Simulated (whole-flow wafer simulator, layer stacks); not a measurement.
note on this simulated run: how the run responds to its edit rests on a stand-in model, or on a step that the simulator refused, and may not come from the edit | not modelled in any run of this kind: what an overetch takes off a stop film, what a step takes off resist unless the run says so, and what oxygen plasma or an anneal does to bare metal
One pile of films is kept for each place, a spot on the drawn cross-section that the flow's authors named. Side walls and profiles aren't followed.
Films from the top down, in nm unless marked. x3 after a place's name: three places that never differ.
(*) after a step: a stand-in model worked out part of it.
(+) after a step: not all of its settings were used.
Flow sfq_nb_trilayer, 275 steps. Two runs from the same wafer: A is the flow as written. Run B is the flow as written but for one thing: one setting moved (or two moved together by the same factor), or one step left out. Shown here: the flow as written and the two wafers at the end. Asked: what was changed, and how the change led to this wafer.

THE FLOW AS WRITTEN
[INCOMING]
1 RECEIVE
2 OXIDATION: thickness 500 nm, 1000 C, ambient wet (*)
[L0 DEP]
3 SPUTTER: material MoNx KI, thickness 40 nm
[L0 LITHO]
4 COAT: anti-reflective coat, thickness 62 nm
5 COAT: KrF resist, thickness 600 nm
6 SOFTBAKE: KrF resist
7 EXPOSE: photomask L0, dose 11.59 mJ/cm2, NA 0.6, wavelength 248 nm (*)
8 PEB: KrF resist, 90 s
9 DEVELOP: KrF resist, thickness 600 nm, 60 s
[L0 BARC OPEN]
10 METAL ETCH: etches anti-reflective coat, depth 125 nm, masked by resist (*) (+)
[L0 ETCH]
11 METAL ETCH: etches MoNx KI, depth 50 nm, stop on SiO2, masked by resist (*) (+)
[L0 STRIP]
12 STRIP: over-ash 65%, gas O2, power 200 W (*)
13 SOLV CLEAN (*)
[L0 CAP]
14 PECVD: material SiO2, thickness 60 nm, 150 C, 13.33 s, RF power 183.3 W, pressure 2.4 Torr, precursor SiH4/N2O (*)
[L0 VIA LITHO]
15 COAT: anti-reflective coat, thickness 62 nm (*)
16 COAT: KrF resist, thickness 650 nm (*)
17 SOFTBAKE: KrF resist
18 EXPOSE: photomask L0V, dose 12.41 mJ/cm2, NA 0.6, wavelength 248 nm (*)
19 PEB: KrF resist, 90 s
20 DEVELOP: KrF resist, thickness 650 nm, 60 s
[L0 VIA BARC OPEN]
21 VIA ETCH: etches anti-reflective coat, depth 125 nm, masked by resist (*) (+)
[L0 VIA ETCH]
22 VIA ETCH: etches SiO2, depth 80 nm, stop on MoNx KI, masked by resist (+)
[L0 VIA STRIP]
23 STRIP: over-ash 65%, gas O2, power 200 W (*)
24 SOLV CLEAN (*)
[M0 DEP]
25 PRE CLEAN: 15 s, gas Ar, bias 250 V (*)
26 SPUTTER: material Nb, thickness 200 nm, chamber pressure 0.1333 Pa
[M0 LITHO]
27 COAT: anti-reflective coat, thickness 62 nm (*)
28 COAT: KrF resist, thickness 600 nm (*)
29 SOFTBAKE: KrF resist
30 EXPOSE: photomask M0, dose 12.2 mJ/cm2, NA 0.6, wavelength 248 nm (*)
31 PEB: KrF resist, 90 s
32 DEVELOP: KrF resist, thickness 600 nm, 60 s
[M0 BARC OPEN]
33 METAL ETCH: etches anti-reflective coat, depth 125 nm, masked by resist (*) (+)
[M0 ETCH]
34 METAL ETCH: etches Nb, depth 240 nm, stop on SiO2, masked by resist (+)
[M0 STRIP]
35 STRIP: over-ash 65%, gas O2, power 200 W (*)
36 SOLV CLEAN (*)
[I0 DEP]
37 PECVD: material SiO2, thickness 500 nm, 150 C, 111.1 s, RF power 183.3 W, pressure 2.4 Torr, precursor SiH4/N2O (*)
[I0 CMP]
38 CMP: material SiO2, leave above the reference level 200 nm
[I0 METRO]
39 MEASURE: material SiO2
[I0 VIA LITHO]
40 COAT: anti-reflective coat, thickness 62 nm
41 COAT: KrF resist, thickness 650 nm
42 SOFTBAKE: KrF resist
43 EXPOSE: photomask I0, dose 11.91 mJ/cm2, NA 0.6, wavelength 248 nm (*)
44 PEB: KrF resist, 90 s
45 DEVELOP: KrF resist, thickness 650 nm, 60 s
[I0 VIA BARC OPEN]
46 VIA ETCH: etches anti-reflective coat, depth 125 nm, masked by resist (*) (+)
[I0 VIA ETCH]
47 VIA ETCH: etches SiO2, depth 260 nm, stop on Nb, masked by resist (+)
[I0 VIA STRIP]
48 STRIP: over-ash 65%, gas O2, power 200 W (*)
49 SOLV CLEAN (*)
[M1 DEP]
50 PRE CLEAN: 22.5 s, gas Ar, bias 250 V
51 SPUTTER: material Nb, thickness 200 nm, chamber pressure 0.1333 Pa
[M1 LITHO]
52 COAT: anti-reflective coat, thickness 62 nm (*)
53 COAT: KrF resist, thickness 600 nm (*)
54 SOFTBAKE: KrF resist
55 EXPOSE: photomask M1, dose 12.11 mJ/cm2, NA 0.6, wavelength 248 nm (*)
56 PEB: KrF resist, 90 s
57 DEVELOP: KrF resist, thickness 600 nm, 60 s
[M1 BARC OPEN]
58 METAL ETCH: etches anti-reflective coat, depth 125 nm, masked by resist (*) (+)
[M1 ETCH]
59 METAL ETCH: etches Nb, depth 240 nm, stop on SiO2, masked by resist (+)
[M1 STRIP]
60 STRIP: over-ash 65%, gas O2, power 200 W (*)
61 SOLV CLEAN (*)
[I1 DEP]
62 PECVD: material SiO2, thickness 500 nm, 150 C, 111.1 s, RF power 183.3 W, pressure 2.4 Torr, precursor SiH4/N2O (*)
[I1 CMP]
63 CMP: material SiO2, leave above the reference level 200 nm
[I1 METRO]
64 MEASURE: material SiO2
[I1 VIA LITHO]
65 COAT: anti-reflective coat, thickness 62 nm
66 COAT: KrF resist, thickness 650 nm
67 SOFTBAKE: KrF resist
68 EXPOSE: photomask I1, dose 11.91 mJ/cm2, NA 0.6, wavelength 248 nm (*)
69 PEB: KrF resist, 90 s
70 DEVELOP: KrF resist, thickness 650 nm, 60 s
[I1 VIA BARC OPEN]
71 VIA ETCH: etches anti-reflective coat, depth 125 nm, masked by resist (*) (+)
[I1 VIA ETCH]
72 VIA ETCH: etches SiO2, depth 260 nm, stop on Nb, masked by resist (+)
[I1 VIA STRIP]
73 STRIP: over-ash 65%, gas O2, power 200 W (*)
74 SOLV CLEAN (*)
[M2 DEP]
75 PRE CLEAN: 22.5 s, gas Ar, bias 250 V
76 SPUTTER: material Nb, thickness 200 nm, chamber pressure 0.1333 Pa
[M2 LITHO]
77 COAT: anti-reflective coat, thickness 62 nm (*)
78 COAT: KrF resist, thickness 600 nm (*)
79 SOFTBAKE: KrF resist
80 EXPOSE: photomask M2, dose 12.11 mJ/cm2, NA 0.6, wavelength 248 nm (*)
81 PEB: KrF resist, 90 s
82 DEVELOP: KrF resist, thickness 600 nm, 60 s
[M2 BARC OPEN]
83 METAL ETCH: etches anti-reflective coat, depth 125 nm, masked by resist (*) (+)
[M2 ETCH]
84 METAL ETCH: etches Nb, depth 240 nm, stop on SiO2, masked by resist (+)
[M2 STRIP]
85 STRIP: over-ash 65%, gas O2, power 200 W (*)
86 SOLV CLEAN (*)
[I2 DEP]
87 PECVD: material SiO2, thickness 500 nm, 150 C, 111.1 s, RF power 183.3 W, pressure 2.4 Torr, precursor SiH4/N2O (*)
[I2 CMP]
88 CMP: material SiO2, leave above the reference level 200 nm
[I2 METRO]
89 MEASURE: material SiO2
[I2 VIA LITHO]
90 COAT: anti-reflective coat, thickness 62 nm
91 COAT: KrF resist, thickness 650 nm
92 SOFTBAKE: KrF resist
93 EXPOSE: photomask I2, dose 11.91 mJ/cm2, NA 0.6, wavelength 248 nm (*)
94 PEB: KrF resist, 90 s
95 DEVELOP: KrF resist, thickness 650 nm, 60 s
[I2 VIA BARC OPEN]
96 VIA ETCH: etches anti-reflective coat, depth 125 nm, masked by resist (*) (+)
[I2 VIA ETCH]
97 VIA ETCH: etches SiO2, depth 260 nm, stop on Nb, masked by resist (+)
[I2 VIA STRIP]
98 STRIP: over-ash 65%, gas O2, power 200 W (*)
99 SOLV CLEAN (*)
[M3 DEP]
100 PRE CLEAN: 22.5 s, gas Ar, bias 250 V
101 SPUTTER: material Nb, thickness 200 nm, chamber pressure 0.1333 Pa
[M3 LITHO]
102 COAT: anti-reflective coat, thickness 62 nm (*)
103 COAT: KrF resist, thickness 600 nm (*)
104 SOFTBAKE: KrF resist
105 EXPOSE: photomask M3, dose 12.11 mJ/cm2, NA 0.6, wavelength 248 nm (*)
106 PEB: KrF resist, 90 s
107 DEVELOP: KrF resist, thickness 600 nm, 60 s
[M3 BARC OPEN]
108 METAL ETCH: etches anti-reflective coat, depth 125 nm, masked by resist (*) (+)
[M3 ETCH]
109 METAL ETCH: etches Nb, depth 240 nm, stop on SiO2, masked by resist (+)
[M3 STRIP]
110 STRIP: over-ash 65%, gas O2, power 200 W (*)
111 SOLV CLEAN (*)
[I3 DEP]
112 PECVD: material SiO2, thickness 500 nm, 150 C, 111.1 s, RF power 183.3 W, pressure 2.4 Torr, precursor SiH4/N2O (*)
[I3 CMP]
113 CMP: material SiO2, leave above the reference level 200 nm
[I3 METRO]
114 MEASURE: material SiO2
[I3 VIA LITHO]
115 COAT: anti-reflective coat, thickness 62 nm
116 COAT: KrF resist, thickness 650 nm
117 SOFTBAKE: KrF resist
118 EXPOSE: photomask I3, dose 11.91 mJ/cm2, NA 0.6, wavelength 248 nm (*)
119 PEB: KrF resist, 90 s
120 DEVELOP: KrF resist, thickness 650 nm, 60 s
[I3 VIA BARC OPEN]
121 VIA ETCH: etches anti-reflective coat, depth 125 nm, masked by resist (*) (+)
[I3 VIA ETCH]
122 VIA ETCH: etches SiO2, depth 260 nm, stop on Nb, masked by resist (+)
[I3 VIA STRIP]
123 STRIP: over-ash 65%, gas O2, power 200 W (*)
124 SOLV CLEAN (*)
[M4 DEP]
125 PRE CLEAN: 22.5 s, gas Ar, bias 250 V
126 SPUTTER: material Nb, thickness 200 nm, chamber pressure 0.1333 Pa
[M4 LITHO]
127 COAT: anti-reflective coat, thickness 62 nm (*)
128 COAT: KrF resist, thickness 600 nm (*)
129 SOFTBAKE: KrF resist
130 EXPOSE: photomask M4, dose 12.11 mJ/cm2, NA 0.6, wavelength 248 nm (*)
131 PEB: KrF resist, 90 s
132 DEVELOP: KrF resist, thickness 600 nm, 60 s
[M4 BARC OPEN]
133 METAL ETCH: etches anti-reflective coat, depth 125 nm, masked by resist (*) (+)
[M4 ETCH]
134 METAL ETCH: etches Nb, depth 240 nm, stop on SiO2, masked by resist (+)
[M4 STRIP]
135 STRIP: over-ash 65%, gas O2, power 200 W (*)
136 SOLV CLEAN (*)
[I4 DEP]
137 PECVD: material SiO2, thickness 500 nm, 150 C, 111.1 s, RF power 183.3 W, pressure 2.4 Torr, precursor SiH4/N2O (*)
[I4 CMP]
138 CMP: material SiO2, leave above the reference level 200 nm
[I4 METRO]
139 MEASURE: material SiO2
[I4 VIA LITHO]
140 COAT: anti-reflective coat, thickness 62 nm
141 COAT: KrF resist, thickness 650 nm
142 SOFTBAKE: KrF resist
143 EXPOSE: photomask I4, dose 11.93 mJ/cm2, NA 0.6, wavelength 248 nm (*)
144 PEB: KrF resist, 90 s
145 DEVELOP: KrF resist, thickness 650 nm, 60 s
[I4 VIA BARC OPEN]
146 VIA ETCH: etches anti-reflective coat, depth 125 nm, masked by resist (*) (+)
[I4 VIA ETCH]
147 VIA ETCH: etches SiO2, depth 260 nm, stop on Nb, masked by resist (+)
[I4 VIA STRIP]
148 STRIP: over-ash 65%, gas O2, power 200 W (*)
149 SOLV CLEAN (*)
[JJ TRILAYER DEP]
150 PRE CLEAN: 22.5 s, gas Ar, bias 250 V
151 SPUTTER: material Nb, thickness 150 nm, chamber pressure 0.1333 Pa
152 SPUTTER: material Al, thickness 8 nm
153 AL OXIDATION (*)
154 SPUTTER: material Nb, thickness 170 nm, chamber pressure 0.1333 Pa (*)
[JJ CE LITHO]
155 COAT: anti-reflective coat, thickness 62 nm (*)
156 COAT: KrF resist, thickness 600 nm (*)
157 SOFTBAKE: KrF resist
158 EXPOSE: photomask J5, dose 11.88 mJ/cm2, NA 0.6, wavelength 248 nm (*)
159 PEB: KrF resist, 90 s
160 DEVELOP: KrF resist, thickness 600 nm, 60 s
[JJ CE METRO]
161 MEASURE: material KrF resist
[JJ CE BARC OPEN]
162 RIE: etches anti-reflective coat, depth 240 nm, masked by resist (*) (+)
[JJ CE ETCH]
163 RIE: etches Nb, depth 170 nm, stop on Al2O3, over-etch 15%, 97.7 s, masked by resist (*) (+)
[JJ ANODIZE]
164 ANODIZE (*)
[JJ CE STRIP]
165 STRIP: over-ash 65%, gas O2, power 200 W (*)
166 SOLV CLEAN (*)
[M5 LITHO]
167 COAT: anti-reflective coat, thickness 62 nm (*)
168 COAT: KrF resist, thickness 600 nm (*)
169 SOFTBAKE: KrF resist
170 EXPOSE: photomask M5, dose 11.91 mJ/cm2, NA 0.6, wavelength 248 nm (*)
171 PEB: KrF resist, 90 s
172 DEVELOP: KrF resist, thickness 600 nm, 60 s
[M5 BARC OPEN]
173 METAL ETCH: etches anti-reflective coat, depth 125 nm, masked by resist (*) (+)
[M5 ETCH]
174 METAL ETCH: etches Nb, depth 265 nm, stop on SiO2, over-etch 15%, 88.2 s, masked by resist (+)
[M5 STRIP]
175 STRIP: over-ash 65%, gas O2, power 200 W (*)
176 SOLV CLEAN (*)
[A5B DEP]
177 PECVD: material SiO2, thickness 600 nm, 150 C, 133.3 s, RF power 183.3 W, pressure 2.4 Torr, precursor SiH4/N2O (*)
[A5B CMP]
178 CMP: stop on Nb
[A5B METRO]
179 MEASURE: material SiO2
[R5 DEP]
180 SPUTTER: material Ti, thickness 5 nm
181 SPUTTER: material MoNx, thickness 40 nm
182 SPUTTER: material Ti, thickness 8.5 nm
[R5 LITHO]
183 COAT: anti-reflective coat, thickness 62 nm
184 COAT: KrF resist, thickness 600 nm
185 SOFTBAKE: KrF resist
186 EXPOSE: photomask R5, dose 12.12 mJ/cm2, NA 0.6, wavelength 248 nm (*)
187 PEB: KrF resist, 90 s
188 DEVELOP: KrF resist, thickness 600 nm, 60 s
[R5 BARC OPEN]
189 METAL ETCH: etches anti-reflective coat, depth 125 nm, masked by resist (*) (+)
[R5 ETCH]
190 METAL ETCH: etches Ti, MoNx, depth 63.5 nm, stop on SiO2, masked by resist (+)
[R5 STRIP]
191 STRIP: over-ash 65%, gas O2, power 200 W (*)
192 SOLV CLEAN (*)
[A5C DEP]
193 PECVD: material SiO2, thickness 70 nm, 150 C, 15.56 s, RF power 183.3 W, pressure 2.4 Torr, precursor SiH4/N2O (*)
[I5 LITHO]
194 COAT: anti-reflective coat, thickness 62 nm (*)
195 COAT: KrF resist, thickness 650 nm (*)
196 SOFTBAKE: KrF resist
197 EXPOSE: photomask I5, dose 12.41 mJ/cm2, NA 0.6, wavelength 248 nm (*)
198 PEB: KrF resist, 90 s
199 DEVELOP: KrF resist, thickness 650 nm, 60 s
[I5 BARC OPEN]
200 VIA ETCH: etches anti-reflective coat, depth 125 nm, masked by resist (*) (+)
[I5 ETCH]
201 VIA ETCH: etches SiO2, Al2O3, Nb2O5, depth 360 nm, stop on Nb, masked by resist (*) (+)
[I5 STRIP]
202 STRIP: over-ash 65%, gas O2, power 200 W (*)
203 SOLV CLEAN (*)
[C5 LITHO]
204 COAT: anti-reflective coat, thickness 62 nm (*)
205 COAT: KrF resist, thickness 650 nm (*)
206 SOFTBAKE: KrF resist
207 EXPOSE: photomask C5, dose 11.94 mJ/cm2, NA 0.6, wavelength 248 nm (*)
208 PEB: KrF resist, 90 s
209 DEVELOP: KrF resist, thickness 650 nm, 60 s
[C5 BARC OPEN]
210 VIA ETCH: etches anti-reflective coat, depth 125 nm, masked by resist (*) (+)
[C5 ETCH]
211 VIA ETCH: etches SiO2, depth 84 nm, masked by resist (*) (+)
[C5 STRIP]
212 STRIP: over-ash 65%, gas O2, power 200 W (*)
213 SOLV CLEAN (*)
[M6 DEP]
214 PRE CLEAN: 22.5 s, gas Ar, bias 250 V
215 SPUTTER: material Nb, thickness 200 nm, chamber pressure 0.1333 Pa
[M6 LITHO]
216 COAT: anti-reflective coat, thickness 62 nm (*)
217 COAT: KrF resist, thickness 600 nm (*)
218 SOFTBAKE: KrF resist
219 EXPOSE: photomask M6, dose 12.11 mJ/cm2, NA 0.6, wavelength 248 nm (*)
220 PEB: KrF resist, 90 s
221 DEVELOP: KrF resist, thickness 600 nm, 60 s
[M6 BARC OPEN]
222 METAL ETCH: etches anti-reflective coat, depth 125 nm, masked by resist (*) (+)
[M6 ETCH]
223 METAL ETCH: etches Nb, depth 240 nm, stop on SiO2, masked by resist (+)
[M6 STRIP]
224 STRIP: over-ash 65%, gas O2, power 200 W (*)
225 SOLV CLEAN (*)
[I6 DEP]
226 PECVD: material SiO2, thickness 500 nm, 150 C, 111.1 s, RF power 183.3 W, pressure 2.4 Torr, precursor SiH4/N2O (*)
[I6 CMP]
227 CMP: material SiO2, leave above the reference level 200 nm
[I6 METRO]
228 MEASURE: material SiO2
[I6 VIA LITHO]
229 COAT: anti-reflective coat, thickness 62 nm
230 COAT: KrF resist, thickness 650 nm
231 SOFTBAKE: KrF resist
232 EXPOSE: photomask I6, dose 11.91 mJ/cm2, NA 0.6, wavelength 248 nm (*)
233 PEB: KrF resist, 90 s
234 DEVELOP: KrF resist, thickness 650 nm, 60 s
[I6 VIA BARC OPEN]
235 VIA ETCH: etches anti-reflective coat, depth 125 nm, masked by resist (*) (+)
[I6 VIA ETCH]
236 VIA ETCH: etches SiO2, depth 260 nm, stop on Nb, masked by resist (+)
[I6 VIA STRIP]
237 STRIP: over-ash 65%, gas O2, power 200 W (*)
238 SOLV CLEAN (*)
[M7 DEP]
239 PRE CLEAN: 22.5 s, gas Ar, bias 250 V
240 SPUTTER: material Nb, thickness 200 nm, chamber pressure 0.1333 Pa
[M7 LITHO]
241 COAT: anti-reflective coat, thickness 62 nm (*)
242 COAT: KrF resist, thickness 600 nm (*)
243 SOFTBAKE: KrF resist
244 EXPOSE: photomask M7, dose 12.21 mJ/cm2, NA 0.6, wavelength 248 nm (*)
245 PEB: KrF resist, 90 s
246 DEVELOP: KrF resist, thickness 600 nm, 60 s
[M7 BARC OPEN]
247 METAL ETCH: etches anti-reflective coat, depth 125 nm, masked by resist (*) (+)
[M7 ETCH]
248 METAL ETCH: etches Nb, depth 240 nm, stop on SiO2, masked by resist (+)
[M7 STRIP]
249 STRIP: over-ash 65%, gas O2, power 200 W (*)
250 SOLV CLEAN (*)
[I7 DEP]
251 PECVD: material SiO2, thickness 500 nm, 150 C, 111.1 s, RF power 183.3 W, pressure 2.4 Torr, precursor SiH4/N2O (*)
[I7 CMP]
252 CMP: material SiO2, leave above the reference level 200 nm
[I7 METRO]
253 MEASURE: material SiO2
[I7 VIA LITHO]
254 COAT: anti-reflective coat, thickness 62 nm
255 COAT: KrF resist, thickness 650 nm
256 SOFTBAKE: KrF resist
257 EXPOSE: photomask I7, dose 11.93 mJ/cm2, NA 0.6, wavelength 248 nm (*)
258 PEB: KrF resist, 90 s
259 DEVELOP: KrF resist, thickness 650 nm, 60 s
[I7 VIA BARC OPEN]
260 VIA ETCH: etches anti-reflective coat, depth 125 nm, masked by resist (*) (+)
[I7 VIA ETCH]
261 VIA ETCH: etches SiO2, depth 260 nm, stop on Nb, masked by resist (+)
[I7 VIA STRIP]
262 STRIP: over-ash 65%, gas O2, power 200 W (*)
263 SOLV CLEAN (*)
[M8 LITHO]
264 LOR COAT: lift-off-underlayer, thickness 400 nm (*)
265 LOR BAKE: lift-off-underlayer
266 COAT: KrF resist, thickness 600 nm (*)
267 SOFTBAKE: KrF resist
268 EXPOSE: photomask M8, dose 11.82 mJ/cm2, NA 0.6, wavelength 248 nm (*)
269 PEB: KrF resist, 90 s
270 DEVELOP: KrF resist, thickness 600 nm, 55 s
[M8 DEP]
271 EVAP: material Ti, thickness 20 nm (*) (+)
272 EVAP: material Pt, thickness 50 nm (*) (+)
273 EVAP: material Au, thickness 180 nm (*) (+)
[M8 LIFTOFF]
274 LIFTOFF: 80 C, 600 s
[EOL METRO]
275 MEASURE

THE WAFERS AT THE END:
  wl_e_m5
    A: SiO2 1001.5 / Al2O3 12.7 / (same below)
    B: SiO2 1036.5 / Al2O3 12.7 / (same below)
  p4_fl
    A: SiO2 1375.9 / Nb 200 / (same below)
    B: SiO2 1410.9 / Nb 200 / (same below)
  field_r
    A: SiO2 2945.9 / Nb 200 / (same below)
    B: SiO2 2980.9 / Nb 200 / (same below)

The cause: step 215, SPUTTER: thickness 235 nm was run, where the flow has thickness 200 nm.

How the change led to this, step by step:
  215 SPUTTER: material Nb, thickness 200 nm, chamber pressure 0.1333 Pa
      field_l, v_sur, via_wl and 100 more: A Nb +200 (new film) | B Nb +235 (new film)
      be: A Nb +147.3 | B Nb +172.7
      (and at 2 more places)
  216 COAT: anti-reflective coat, thickness 62 nm (*)
      be: A anti-reflective coat +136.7 (new film) | B anti-reflective coat +139.7 (new film)
  223 METAL ETCH: etches Nb, depth 240 nm, stop on SiO2, masked by resist (+)
      field_l, gap, moat and 76 more: A Nb -200 (all of it) | B Nb -235 (all of it)
  224 STRIP: over-ash 65%, gas O2, power 200 W (*)
      be: A KrF resist -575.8 (all of it), anti-reflective coat -136.7 (all of it) | B KrF resist -581.4 (all of it), anti-reflective coat -139.7 (all of it)
  226 PECVD: material SiO2, thickness 500 nm, 150 C, 111.1 s, RF power 183.3 W, pressure 2.4 Torr, precursor SiH4/N2O (*)
      gap, wl_a_sl, m6r_space_l, m6r_space_r: A SiO2 +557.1 | B SiO2 +592.1
  227 CMP: material SiO2, leave above the reference level 200 nm
      field_l, p4_fl, p4_fm and 59 more: A SiO2 -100 | B SiO2 -65
      moat, field_r, lsp_l, ln_m5, lsp_m: A SiO2 -93.6 | B SiO2 -57.5
      (and at 8 more places)
